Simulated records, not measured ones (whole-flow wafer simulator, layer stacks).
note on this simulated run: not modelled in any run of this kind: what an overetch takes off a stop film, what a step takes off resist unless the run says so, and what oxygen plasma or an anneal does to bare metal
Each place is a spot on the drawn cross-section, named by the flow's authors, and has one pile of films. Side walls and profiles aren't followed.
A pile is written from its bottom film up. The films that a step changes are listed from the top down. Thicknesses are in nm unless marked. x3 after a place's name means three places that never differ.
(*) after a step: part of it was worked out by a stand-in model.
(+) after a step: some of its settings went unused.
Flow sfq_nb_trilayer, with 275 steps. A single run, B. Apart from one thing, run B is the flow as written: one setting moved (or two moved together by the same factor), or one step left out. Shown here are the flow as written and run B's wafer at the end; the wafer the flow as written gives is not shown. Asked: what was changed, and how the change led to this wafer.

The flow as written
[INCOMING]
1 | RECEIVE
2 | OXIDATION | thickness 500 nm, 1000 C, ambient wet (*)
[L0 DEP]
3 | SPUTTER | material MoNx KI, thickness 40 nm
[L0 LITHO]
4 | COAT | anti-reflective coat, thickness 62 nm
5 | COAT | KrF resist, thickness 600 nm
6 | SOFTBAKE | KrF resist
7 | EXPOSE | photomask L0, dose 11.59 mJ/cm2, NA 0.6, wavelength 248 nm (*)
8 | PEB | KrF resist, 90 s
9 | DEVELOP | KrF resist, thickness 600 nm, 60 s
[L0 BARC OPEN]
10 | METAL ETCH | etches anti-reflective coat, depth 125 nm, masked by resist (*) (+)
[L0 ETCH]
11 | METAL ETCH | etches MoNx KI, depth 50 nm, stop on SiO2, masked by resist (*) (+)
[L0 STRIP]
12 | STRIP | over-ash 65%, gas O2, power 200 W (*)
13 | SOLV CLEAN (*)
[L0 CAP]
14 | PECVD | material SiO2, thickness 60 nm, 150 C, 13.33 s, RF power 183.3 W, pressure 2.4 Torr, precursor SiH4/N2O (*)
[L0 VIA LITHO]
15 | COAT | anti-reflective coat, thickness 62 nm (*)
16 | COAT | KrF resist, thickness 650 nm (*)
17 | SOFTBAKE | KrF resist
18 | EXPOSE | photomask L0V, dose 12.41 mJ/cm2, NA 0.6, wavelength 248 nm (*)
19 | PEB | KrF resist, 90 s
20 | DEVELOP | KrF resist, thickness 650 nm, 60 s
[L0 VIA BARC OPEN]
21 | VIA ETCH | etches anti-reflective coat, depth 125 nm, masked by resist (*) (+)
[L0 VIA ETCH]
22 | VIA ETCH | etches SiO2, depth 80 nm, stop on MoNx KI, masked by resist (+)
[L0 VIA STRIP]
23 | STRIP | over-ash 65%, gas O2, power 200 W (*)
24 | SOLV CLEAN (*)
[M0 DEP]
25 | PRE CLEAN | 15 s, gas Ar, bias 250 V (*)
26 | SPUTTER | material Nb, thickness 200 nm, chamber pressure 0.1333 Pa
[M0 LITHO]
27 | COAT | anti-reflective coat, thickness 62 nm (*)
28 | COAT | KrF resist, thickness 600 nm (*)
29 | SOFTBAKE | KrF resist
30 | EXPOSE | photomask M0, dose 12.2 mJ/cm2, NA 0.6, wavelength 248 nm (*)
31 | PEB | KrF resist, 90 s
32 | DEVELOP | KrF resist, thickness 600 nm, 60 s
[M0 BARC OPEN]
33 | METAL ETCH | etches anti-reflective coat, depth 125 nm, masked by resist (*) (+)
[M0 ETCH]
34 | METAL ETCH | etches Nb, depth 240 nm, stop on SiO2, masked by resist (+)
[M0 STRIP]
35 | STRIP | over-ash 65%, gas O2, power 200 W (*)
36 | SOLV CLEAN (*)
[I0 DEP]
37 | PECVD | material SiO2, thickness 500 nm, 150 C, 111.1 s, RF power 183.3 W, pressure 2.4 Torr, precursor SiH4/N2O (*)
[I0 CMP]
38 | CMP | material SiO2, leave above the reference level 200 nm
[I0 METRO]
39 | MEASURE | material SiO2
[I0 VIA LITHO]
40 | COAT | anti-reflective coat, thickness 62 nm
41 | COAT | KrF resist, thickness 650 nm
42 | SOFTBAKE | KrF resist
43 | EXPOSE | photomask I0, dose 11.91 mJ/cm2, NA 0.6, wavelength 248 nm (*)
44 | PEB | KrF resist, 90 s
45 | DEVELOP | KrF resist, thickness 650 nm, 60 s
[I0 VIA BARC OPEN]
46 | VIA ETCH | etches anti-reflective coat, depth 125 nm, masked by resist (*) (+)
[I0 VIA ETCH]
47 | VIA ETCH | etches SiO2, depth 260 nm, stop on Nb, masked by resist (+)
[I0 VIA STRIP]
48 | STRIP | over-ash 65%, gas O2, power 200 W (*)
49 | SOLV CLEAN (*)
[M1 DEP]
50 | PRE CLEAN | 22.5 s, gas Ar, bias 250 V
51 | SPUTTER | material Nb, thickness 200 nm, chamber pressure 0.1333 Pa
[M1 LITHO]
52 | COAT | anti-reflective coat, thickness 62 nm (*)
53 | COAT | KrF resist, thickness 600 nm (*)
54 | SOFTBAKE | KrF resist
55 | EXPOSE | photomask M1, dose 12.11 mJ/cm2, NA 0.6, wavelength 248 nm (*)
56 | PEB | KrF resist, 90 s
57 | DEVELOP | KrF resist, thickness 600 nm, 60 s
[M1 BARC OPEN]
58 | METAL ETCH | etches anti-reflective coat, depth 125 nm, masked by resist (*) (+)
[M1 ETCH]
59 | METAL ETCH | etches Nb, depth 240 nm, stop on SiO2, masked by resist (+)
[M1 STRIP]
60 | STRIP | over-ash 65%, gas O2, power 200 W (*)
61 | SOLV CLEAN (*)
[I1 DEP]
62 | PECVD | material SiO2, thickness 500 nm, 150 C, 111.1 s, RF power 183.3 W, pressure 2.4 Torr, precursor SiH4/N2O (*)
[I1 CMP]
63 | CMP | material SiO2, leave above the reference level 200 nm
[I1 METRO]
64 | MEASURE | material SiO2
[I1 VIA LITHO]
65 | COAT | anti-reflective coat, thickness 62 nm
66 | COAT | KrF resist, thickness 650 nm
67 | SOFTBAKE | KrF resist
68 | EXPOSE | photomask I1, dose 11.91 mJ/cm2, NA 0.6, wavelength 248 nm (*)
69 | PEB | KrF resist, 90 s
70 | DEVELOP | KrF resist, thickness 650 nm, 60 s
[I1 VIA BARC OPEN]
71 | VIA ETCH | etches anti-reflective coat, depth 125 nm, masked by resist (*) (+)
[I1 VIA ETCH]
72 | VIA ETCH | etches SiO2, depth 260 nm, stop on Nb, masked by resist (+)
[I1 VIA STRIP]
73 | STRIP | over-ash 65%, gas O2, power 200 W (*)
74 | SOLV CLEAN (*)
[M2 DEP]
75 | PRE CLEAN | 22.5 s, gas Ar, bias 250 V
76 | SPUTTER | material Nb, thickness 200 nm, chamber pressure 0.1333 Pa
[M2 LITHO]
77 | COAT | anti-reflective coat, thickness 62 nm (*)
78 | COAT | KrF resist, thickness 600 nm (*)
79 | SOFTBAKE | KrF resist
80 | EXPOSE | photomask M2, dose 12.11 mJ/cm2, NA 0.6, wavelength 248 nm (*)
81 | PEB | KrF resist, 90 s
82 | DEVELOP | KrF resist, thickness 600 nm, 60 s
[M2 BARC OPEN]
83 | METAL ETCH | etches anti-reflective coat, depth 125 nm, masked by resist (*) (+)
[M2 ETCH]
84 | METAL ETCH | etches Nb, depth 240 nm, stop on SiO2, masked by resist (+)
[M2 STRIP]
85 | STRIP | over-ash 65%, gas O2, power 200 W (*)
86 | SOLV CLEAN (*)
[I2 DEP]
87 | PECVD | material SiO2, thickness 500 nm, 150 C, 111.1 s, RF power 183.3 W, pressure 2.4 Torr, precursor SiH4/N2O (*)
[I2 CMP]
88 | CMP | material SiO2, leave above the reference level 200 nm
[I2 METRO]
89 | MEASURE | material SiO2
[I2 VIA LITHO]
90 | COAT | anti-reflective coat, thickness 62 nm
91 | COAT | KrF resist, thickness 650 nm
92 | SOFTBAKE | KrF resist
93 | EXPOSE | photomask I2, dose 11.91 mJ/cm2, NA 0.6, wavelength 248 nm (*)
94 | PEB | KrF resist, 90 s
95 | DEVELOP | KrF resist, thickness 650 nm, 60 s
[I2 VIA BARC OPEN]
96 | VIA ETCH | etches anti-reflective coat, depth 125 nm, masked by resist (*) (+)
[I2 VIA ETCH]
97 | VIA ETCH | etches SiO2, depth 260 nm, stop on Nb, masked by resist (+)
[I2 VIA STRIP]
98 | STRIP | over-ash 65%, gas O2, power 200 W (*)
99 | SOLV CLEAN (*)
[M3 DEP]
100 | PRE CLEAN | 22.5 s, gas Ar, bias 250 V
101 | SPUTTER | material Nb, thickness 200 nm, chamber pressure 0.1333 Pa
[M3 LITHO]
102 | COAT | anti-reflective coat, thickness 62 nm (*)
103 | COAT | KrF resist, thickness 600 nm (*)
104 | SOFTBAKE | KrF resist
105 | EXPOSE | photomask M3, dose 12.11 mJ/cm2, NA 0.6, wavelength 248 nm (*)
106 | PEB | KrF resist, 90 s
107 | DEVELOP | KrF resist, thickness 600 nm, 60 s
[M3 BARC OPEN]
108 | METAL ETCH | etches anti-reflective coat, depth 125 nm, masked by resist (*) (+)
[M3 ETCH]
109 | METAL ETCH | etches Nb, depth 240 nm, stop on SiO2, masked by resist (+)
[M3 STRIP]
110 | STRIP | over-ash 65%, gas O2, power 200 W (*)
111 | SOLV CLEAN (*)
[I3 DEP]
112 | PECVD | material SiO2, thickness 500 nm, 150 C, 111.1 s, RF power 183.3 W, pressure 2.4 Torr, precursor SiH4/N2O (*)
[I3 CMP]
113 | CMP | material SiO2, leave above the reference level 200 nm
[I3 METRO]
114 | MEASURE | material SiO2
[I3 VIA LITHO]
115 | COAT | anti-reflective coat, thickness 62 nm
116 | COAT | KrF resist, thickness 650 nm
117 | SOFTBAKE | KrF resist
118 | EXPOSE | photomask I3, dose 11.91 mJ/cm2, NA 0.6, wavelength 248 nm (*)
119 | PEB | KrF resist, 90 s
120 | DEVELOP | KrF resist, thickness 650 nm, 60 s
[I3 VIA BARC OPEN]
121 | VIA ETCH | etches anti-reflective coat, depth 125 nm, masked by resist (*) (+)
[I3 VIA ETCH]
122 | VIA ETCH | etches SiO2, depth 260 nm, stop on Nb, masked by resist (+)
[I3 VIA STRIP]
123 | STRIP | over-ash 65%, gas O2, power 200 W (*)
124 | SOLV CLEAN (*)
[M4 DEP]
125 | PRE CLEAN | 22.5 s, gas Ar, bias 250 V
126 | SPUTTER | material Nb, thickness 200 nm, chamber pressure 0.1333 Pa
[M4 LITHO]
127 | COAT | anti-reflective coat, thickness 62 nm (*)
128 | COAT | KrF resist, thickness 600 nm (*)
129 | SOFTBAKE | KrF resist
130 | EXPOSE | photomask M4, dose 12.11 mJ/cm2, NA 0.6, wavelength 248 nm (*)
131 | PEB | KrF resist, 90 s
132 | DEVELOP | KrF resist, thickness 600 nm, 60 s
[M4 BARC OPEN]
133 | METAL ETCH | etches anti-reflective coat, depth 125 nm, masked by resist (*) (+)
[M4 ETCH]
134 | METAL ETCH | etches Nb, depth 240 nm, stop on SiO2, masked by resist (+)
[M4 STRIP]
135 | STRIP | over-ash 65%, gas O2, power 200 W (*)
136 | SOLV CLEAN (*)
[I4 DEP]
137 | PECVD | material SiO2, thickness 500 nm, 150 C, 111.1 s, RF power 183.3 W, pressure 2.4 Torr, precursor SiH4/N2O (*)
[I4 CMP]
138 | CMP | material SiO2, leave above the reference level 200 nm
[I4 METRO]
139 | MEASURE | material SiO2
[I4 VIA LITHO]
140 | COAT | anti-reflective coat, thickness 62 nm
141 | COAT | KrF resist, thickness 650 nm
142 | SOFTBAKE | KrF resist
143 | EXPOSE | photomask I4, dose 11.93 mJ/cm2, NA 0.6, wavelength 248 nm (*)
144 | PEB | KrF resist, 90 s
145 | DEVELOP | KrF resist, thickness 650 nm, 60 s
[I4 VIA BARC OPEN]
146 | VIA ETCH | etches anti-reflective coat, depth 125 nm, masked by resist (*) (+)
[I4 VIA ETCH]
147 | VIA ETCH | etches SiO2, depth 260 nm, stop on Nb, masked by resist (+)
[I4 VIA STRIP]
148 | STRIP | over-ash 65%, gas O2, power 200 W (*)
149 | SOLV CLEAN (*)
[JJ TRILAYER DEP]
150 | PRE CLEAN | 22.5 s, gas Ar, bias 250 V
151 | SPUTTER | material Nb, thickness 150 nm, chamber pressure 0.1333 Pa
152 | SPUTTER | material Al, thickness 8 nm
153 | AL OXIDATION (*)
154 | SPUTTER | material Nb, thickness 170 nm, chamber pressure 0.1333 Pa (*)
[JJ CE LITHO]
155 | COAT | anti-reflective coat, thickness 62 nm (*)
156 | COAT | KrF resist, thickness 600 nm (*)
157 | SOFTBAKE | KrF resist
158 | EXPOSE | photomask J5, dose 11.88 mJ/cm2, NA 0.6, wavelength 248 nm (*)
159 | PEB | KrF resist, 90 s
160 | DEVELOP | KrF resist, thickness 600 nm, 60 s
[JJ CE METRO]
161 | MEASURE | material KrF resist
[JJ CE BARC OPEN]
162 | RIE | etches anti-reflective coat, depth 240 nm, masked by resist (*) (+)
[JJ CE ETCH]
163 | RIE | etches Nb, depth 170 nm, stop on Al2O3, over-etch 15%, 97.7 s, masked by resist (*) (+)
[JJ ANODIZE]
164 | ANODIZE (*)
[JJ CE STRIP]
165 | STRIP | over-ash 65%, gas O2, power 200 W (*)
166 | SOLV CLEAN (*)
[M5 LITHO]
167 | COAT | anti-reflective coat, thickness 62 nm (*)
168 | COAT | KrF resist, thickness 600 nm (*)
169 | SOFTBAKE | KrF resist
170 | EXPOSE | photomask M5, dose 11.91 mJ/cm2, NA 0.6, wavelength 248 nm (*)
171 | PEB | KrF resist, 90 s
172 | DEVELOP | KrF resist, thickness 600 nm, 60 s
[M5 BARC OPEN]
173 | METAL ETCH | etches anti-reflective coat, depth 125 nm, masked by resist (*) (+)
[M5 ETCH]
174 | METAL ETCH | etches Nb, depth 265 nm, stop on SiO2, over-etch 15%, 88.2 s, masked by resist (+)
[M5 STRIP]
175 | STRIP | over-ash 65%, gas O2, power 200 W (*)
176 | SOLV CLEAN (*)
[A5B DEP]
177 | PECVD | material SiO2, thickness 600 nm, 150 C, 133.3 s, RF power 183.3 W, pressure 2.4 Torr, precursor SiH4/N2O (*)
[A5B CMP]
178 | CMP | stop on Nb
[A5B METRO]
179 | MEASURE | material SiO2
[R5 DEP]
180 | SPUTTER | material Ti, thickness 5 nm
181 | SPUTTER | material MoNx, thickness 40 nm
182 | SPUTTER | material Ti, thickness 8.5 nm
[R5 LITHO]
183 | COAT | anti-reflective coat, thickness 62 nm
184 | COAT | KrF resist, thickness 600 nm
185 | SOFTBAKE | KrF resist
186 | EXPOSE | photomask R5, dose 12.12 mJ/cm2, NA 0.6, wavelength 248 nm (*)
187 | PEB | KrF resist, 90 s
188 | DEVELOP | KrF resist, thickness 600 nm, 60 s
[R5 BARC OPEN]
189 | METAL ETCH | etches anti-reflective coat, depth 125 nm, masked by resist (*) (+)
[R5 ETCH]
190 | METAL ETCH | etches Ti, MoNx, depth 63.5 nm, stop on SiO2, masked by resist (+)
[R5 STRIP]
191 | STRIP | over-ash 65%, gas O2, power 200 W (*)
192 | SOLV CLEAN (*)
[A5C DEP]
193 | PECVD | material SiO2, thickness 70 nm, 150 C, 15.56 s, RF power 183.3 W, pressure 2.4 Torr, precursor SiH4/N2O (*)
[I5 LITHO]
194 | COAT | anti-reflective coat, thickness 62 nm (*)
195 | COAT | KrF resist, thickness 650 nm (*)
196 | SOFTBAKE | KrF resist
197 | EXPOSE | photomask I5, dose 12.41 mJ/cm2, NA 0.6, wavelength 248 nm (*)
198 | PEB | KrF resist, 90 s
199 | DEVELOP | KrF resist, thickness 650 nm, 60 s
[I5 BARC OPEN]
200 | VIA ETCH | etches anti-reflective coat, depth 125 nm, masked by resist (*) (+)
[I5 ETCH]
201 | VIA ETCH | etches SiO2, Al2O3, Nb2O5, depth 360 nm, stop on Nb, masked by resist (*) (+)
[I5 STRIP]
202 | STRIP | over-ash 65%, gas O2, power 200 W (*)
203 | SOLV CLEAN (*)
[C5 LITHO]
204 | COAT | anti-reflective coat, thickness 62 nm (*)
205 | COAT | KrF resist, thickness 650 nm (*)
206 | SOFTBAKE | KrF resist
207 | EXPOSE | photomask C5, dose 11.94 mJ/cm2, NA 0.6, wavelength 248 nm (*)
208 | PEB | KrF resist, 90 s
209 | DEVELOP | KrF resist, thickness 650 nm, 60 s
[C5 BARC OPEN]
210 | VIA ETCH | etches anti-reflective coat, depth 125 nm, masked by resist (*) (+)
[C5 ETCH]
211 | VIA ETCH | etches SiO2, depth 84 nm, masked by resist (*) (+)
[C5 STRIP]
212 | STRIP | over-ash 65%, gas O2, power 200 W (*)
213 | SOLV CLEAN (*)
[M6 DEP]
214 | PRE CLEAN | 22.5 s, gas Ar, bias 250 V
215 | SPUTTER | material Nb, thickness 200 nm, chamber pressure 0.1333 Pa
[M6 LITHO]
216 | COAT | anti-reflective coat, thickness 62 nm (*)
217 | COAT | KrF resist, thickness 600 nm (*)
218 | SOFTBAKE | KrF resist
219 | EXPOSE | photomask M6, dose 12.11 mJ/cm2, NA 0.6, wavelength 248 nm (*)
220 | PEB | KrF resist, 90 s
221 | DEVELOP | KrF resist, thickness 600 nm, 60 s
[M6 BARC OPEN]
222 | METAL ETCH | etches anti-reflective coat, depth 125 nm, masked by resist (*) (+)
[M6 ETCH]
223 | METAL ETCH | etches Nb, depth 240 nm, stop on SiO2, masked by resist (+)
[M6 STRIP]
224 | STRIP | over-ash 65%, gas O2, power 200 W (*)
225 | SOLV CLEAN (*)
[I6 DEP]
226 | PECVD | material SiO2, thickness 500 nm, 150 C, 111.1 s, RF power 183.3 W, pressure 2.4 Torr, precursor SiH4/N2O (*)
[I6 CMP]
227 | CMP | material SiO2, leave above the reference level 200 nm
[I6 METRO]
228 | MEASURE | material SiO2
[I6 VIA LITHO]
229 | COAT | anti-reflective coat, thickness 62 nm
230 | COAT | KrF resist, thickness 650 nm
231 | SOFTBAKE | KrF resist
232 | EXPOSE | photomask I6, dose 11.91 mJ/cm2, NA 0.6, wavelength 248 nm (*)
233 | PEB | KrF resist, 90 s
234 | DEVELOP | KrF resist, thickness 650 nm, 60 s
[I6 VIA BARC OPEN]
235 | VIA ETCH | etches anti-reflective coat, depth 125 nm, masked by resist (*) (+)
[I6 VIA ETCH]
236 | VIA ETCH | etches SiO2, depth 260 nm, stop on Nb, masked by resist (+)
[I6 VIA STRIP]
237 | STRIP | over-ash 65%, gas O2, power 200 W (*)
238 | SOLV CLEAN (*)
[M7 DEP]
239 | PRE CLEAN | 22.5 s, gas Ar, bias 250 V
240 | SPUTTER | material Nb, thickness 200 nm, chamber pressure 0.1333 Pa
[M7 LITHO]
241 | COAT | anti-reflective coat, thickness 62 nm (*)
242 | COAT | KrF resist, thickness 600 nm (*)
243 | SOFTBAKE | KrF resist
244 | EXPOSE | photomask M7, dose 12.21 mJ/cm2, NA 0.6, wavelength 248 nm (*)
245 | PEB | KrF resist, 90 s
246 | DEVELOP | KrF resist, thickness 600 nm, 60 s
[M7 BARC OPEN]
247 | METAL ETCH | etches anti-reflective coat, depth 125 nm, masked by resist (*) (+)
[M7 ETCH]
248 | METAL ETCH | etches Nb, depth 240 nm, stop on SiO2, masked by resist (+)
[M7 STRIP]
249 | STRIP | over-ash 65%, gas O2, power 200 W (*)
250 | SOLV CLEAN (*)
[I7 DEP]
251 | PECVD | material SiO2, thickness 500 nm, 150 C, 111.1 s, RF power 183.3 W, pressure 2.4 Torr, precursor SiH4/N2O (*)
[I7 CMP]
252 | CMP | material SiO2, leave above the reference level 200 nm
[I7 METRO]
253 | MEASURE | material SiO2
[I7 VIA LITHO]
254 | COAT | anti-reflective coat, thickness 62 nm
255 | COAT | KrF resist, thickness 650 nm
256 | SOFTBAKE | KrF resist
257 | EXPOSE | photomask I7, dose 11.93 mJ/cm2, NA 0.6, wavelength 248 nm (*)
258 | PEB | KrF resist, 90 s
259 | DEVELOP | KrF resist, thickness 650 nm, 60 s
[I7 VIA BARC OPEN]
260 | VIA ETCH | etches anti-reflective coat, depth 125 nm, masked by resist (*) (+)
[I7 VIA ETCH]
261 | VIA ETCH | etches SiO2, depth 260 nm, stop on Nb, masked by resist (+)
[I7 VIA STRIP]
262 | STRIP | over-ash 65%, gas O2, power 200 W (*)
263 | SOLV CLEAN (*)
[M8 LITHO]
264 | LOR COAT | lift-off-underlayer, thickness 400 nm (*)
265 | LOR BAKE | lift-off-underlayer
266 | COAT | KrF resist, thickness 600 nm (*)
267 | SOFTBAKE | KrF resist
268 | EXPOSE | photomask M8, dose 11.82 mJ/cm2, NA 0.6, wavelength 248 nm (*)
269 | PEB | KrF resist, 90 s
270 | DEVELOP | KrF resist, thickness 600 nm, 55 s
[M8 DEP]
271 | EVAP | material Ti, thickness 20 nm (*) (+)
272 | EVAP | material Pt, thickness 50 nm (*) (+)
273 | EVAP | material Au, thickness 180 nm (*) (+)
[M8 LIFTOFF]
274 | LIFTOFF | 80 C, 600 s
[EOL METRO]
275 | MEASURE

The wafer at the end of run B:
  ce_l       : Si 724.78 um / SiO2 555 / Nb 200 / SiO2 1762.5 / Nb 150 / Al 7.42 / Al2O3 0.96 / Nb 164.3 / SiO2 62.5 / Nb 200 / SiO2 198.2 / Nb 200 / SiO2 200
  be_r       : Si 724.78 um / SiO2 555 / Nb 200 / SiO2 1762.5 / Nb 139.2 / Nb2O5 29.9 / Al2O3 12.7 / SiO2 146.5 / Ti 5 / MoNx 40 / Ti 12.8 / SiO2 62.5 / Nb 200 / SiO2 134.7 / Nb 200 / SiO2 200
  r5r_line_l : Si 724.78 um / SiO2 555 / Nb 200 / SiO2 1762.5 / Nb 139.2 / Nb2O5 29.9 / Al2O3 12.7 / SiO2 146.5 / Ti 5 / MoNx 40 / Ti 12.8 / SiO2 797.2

What caused this: step 182, SPUTTER: thickness 12.8 nm was run, while the flow as written has thickness 8.5 nm.
The wafer lets one read it off: be_r has Ti 12.8, and step 182 as written asks for 8.5 nm.

Step by step, how the change led to this:
  182 | SPUTTER | material Ti, thickness 8.5 nm
      field_l, v_sur, via_wl and 103 more: Ti gains 12.8 (new film) (in the flow as written it would be: Ti gains 8.5 (new film))
  190 | METAL ETCH | etches Ti, MoNx, depth 63.5 nm, stop on SiO2, masked by resist (+)
      field_l, v_sur, via_wl and 92 more: Ti loses 12.8 (all of it), MoNx loses 40 (all of it), Ti loses 5 (all of it) (in the flow as written it would be: Ti loses 8.5 (all of it), MoNx loses 40 (all of it), Ti loses 5 (all of it))
      ce_l, c5j, ce_r, wl_jj: Ti loses 12.8 (all of it), MoNx loses 40 (all of it), Ti loses 5 (all of it), Nb loses 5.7 (in the flow as written it would be: Ti loses 8.5 (all of it), MoNx loses 40 (all of it), Ti loses 5 (all of it), Nb loses 10)
  194 | COAT | anti-reflective coat, thickness 62 nm (*)
      r5r_spacepad_l, r5r_spacepad_r: anti-reflective coat gains 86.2 (new film) (in the flow as written it would be: anti-reflective coat gains 84.4 (new film))
      ce_l: anti-reflective coat gains 65.3 (new film) (in the flow as written it would be: anti-reflective coat gains 67.2 (new film))
      (and at 3 other places as well)
  202 | STRIP | over-ash 65%, gas O2, power 200 W (*)
      r5r_spacepad_l, r5r_spacepad_r: KrF resist loses 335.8 (all of it), anti-reflective coat loses 86.2 (all of it) (in the flow as written it would be: KrF resist loses 335.6 (all of it), anti-reflective coat loses 84.4 (all of it))
      ce_l: KrF resist loses 340.3 (all of it), anti-reflective coat loses 65.3 (all of it) (in the flow as written it would be: KrF resist loses 341.5 (all of it), anti-reflective coat loses 67.2 (all of it))
      (and at 3 other places as well)
  204 | COAT | anti-reflective coat, thickness 62 nm (*)
      r5r_spacepad_l, r5r_spacepad_r: anti-reflective coat gains 86.2 (new film) (in the flow as written it would be: anti-reflective coat gains 84.4 (new film))
      ce_l: anti-reflective coat gains 64.1 (new film) (in the flow as written it would be: anti-reflective coat gains 66 (new film))
      (and at 3 other places as well)
  212 | STRIP | over-ash 65%, gas O2, power 200 W (*)
      r5r_spacepad_l, r5r_spacepad_r: KrF resist loses 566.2 (all of it), anti-reflective coat loses 86.2 (all of it) (in the flow as written it would be: KrF resist loses 565.8 (all of it), anti-reflective coat loses 84.4 (all of it))
      ce_l: KrF resist loses 566.6 (all of it), anti-reflective coat loses 64.1 (all of it) (in the flow as written it would be: KrF resist loses 567.4 (all of it), anti-reflective coat loses 66 (all of it))
      (and at 3 other places as well)
  216 | COAT | anti-reflective coat, thickness 62 nm (*)
      r5r_spacepad_l, r5r_spacepad_r: anti-reflective coat gains 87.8 (new film) (in the flow as written it would be: anti-reflective coat gains 85.7 (new film))
      ce_l: anti-reflective coat gains 46.7 (new film) (in the flow as written it would be: anti-reflective coat gains 48 (new film))
      (and at 3 other places as well)
  222 | METAL ETCH | etches anti-reflective coat, depth 125 nm, masked by resist (*) (+)
      r5r_spacepad_l, r5r_spacepad_r: anti-reflective coat loses 87.8 (all of it) (in the flow as written it would be: anti-reflective coat loses 85.7 (all of it))
  224 | STRIP | over-ash 65%, gas O2, power 200 W (*)
      ce_l: KrF resist loses 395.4 (all of it), anti-reflective coat loses 46.7 (all of it) (in the flow as written it would be: KrF resist loses 397.1 (all of it), anti-reflective coat loses 48 (all of it))
      ce_r: KrF resist loses 402.4 (all of it), anti-reflective coat loses 47.4 (all of it) (in the flow as written it would be: KrF resist loses 403.5 (all of it), anti-reflective coat loses 48.8 (all of it))
      (and at 2 other places as well)
  227 | CMP | material SiO2, leave above the reference level 200 nm
      r5r_line_l, r5r_spacepad_l, r5r_spacepad_r, r5r_line_c, r5r_line_r: SiO2 loses 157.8 (in the flow as written it would be: SiO2 loses 153.5)
